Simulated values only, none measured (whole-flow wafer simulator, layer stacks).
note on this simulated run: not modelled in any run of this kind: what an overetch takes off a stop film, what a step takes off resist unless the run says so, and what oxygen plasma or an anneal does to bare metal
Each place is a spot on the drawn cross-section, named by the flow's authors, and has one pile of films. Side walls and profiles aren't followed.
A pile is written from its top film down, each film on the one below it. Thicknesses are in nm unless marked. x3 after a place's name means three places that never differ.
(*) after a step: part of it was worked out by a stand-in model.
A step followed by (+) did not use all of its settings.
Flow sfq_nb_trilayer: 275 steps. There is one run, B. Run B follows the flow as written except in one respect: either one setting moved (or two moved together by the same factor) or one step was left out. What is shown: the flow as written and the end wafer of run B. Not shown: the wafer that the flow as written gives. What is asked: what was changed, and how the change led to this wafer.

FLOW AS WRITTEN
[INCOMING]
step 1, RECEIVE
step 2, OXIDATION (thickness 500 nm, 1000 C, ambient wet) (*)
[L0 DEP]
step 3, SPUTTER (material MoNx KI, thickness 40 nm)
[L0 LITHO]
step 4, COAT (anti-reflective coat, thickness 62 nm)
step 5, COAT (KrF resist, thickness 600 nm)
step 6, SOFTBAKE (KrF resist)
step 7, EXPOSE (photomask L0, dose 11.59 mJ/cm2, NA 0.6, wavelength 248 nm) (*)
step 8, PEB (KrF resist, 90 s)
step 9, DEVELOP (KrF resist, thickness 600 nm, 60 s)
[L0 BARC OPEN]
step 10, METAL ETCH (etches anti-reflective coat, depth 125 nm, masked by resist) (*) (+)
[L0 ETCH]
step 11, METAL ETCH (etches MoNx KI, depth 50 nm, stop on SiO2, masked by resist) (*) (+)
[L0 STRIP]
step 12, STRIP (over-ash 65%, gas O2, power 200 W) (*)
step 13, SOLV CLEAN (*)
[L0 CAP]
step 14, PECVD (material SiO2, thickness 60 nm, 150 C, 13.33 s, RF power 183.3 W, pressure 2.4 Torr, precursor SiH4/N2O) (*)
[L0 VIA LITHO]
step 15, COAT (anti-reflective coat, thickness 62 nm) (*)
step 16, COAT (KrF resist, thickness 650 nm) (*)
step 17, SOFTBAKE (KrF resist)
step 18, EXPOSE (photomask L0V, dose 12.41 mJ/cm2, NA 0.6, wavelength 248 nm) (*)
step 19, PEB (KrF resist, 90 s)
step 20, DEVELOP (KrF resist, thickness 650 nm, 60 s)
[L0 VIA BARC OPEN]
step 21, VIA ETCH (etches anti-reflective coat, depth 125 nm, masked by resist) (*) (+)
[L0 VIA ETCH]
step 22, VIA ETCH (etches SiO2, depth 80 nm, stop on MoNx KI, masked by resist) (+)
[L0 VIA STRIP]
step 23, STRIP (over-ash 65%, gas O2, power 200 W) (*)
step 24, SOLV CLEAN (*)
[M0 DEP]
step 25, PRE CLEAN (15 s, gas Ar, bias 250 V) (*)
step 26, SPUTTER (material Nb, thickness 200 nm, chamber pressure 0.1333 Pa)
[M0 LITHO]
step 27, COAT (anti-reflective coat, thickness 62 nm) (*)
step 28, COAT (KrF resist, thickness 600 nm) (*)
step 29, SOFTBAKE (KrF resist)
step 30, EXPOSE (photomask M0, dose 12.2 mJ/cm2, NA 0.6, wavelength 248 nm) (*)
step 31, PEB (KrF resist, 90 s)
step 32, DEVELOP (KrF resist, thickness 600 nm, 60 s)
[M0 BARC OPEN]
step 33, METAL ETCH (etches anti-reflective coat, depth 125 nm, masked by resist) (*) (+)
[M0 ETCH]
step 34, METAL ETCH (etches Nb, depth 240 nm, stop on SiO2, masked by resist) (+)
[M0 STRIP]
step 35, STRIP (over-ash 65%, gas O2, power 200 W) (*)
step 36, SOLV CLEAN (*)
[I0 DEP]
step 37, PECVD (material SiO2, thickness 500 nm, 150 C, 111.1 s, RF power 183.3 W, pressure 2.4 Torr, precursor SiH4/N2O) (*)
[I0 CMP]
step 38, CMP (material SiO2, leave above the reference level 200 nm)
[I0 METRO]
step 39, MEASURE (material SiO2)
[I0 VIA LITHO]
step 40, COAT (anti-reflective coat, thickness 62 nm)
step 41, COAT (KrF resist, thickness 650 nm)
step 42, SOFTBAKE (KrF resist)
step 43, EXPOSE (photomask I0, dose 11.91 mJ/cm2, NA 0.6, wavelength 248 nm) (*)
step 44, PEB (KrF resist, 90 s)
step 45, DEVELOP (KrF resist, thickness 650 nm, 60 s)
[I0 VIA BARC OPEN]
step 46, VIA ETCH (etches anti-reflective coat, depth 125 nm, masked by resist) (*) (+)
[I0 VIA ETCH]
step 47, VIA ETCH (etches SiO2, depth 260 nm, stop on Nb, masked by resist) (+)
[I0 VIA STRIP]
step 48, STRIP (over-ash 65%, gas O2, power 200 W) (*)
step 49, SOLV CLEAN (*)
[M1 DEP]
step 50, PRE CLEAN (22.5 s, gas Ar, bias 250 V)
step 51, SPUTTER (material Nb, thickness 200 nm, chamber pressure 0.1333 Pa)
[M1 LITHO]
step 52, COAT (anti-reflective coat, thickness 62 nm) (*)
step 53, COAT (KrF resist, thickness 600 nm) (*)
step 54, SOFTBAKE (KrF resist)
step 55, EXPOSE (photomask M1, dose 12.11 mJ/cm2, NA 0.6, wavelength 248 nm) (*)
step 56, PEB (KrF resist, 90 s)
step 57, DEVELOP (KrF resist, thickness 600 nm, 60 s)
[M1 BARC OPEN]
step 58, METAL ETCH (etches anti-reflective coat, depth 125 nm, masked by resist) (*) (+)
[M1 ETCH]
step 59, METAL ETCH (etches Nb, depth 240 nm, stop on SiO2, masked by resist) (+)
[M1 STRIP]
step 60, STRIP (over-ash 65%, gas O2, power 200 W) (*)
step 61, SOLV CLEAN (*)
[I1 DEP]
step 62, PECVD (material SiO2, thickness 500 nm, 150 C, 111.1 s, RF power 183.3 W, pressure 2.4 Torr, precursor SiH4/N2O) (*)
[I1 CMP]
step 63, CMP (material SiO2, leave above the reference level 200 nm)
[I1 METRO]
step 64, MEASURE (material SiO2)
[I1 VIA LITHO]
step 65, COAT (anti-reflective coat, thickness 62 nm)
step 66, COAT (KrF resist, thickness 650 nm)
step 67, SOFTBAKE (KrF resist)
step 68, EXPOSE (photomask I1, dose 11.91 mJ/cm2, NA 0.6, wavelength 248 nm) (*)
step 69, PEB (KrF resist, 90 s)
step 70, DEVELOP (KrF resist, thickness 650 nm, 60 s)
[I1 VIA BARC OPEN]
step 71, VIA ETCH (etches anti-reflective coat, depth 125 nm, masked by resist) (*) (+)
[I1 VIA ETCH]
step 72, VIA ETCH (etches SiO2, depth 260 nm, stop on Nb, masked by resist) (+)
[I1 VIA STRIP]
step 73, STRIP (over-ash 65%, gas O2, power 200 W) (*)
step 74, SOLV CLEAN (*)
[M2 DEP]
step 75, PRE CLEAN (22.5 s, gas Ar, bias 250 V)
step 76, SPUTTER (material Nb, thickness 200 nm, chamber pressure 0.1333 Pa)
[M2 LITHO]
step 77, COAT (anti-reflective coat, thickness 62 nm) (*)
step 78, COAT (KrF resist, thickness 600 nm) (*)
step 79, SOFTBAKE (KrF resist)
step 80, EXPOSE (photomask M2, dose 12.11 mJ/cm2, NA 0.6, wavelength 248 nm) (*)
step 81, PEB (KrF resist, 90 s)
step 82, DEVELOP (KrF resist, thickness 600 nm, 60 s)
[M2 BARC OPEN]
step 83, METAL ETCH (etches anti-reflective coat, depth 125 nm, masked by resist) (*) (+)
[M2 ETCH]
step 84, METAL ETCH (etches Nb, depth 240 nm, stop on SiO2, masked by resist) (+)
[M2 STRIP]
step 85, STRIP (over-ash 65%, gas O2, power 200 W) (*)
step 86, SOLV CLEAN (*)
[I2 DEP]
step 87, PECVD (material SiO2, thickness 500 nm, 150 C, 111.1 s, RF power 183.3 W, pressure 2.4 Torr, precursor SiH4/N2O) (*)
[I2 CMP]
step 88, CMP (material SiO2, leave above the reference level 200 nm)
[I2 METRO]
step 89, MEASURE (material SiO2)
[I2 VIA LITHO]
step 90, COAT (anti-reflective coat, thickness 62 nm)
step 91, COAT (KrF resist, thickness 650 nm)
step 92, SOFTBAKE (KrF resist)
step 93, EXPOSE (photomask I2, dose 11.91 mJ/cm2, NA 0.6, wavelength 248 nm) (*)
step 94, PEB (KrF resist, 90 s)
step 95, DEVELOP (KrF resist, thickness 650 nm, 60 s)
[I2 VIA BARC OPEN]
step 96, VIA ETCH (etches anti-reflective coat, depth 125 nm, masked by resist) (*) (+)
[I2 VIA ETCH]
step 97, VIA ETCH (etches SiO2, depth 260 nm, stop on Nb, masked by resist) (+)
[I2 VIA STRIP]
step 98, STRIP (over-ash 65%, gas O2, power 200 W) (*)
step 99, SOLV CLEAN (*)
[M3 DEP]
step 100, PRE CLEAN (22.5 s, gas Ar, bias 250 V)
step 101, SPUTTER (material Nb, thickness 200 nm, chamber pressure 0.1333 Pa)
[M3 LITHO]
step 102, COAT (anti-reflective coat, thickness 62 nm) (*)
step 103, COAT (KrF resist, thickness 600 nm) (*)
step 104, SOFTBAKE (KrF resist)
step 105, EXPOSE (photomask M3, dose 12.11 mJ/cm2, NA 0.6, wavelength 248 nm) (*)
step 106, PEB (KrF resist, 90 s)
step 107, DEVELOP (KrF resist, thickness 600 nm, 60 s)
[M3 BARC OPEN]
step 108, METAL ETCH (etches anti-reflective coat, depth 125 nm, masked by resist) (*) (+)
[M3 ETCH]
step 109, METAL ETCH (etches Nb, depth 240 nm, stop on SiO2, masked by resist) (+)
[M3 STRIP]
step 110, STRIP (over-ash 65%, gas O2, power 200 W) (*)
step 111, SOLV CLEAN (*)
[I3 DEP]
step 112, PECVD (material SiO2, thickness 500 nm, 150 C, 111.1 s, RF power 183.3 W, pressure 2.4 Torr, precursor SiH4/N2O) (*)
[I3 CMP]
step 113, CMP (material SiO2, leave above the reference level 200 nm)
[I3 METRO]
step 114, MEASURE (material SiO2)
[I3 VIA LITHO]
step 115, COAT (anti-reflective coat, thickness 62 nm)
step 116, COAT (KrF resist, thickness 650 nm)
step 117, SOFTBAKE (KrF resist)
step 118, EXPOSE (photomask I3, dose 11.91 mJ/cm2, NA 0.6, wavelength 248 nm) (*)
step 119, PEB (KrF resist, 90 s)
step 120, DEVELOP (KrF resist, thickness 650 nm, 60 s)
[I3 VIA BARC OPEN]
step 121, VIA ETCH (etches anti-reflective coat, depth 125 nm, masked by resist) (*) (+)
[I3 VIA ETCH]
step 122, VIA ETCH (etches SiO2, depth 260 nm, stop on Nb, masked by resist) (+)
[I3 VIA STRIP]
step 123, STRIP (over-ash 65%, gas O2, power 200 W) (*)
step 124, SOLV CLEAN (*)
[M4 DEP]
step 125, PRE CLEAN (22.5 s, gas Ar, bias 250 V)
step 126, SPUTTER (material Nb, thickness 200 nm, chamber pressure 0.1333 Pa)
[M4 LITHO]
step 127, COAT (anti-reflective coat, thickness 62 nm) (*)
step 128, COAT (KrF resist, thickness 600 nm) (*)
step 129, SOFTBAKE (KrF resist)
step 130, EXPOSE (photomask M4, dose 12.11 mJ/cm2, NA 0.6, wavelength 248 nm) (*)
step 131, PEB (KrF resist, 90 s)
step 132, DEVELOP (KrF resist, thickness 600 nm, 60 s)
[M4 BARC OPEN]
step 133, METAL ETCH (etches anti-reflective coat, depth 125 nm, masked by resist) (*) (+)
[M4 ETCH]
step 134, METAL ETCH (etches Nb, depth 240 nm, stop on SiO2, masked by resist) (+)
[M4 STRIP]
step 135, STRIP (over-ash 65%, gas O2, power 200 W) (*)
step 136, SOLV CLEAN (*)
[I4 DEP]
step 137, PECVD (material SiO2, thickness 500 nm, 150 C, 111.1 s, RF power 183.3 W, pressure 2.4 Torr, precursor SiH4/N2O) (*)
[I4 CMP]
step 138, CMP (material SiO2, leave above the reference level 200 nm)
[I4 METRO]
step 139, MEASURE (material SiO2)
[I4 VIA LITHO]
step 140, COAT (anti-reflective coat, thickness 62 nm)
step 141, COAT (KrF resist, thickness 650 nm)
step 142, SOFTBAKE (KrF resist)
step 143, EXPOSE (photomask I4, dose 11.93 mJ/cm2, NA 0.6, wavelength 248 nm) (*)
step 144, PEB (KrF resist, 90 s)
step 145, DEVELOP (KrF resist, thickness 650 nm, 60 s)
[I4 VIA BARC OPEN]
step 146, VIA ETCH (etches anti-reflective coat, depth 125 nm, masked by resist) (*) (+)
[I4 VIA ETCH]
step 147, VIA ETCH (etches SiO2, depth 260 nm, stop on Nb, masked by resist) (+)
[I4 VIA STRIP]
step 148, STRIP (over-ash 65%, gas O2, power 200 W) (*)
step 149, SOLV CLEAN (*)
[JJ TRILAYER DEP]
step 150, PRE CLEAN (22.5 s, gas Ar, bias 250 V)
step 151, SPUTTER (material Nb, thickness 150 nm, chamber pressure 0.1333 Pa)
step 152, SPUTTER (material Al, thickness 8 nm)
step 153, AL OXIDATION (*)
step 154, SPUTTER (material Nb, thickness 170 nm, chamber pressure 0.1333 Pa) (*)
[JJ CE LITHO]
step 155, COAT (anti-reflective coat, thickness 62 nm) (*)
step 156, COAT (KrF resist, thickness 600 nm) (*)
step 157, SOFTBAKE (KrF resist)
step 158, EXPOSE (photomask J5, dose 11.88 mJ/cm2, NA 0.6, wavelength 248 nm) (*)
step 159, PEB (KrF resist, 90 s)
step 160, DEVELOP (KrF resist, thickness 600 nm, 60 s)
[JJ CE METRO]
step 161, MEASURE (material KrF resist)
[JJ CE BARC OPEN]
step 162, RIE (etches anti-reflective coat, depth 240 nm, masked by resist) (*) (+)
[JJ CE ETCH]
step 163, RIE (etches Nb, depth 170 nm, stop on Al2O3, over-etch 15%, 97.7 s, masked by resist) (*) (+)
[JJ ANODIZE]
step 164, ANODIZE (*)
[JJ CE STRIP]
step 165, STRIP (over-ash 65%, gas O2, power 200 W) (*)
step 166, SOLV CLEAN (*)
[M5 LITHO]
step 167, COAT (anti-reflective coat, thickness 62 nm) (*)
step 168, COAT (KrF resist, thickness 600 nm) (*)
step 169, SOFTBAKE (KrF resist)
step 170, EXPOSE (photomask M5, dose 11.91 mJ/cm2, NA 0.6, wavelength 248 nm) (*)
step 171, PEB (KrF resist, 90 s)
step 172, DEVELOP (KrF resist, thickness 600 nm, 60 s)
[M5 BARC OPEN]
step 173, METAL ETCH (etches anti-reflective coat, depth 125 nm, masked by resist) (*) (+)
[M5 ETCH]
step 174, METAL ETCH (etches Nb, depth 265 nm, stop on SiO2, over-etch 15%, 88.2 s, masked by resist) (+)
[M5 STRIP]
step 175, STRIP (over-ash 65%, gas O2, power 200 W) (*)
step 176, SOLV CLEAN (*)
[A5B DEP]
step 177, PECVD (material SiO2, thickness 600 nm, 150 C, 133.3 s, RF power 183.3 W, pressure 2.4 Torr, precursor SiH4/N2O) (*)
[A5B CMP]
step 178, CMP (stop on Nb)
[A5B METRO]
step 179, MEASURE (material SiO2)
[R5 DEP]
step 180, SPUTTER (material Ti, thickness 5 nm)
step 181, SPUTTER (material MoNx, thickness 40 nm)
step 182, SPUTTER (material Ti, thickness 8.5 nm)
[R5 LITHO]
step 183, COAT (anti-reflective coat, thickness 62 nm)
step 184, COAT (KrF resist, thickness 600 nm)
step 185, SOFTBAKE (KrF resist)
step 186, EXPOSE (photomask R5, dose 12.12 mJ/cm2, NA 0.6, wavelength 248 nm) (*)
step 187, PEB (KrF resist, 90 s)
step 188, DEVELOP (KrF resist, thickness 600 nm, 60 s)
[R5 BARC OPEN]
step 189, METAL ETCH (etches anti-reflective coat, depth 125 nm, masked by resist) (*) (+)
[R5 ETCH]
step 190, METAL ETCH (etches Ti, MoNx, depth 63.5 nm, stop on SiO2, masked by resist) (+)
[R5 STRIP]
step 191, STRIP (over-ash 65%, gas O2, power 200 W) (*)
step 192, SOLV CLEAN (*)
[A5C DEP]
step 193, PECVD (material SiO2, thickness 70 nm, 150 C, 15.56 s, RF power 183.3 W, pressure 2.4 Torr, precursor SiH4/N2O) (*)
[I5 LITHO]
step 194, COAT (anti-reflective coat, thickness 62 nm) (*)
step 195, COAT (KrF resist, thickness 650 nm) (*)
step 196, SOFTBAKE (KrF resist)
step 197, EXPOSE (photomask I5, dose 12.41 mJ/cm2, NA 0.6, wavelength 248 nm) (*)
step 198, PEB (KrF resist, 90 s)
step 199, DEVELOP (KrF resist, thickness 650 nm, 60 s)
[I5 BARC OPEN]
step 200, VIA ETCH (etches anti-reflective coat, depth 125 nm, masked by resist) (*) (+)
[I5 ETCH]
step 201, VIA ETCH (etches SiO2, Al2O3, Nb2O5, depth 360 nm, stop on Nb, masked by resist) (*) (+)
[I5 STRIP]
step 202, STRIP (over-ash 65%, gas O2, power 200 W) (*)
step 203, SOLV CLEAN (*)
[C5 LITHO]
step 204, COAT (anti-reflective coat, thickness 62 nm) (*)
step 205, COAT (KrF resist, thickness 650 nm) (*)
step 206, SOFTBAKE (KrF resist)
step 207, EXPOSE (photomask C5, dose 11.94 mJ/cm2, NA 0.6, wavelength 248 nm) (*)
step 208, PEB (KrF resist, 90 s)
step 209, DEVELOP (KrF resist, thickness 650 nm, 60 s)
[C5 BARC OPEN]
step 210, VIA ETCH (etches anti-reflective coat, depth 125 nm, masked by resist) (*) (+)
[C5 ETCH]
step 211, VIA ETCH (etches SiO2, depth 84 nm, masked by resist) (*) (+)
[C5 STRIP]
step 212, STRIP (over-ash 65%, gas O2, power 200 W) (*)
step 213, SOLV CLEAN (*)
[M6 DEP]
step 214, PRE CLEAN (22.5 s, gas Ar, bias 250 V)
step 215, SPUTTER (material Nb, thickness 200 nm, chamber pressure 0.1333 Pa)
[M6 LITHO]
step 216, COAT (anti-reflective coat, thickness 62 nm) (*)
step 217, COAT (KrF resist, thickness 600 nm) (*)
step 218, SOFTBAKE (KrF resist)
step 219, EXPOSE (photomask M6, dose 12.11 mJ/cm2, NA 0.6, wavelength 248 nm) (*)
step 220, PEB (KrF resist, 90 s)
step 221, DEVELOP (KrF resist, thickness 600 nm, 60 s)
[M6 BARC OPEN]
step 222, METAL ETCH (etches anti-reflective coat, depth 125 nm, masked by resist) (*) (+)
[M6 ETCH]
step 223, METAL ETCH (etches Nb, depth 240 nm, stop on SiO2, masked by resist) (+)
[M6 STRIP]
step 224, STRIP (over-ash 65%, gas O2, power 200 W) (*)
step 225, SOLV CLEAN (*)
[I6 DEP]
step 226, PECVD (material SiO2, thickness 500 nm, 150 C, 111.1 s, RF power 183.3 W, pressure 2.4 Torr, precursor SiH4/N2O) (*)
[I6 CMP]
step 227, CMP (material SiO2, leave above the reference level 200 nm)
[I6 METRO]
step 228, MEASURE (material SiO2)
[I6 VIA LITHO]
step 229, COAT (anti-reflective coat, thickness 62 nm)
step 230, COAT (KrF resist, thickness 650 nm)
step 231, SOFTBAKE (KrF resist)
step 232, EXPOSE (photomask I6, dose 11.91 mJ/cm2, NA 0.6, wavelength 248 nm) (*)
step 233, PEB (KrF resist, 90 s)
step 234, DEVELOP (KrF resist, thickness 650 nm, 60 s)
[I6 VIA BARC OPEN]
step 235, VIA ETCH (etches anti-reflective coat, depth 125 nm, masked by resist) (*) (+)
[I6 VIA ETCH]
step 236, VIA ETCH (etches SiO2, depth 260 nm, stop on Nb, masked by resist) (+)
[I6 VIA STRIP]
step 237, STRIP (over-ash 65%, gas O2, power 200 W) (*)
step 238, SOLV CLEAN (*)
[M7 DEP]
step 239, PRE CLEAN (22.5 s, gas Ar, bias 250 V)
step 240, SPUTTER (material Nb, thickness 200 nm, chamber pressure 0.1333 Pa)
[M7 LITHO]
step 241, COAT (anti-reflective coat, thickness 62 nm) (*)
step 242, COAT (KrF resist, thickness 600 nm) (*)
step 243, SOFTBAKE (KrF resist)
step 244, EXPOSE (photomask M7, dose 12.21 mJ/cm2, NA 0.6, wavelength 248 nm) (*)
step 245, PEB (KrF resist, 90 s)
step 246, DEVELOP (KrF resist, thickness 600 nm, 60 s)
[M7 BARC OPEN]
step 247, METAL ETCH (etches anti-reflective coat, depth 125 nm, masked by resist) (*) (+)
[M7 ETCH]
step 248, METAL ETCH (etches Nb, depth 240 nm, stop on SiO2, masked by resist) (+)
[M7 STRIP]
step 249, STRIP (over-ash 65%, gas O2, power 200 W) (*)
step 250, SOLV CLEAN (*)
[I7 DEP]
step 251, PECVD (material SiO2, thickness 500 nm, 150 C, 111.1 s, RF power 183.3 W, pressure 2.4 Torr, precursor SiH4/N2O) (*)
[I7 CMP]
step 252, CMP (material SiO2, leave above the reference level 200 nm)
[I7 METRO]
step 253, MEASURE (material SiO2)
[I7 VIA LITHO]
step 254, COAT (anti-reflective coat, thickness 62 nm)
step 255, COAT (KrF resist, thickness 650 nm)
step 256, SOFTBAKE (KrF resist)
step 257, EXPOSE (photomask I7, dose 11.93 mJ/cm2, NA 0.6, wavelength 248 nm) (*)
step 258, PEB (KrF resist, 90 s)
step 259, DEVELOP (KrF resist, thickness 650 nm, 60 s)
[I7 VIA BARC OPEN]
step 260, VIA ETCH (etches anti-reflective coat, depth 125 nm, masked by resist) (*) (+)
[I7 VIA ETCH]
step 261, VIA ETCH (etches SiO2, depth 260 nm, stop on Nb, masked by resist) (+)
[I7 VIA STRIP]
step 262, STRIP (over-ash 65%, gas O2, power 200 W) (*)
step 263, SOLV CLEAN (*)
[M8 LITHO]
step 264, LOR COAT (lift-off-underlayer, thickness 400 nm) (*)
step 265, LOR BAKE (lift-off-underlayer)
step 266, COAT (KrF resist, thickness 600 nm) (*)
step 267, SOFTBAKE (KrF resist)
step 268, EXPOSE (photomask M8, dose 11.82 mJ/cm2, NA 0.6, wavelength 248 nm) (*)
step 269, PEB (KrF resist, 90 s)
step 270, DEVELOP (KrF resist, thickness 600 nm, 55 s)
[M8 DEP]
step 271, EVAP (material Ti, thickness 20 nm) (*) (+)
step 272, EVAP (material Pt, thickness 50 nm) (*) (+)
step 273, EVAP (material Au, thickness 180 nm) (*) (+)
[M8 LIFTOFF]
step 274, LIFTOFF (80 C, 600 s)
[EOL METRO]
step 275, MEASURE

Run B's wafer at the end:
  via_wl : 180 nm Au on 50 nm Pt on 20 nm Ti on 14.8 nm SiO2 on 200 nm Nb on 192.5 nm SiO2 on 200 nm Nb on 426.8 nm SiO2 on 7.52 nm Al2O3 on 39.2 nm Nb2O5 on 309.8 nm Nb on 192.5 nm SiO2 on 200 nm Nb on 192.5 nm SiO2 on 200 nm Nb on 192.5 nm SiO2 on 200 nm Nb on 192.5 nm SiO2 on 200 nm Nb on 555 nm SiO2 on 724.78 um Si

Cause: step 261, VIA ETCH: depth 185 nm was run, while the flow as written has depth 260 nm.

How this came from the change, step by step:
  step 261, VIA ETCH (etches SiO2, depth 260 nm, stop on Nb, masked by resist) (+)
      via_wl, via_w, via_wr: SiO2 loses 185 (in the flow as written it would be: SiO2 loses 199.8 (all of it))
      field_l, v_sur, via_sp and 100 more: KrF resist loses 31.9 (in the flow as written it would be: KrF resist loses 44.8)
  step 262, STRIP (over-ash 65%, gas O2, power 200 W) (*)
      field_l, v_sur, via_sp and 100 more: KrF resist loses 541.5 (all of it), anti-reflective coat loses 62 (all of it) (in the flow as written it would be: KrF resist loses 528.6 (all of it), anti-reflective coat loses 62 (all of it))
  step 264, LOR COAT (lift-off-underlayer, thickness 400 nm) (*)
      via_wl, via_wr: lift-off-underlayer gains 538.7 (new film) (in the flow as written it would be: lift-off-underlayer gains 549.8 (new film))
  step 270, DEVELOP (KrF resist, thickness 600 nm, 55 s)
      via_wl: KrF resist loses 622 (all of it), lift-off-underlayer loses 538.7 (all of it) (in the flow as written it would be: KrF resist loses 623.9 (all of it), lift-off-underlayer loses 549.8 (all of it))
      via_wr: KrF resist loses 622.7 (all of it), lift-off-underlayer loses 538.7 (all of it) (in the flow as written it would be: KrF resist loses 624.6 (all of it), lift-off-underlayer loses 549.8 (all of it))
Taking metal films that touch as one body, via_wl has 8 bodies (between them, from the top down: SiO2 14.8; SiO2 192.5; SiO2 426.8 / Al2O3 7.52 / Nb2O5 39.2; SiO2 192.5; SiO2 192.5; SiO2 192.5; SiO2 192.5); the flow as written gives 7 bodies (between them, from the top down: SiO2 192.5; SiO2 426.8 / Al2O3 7.52 / Nb2O5 39.2; SiO2 192.5; SiO2 192.5; SiO2 192.5; SiO2 192.5).
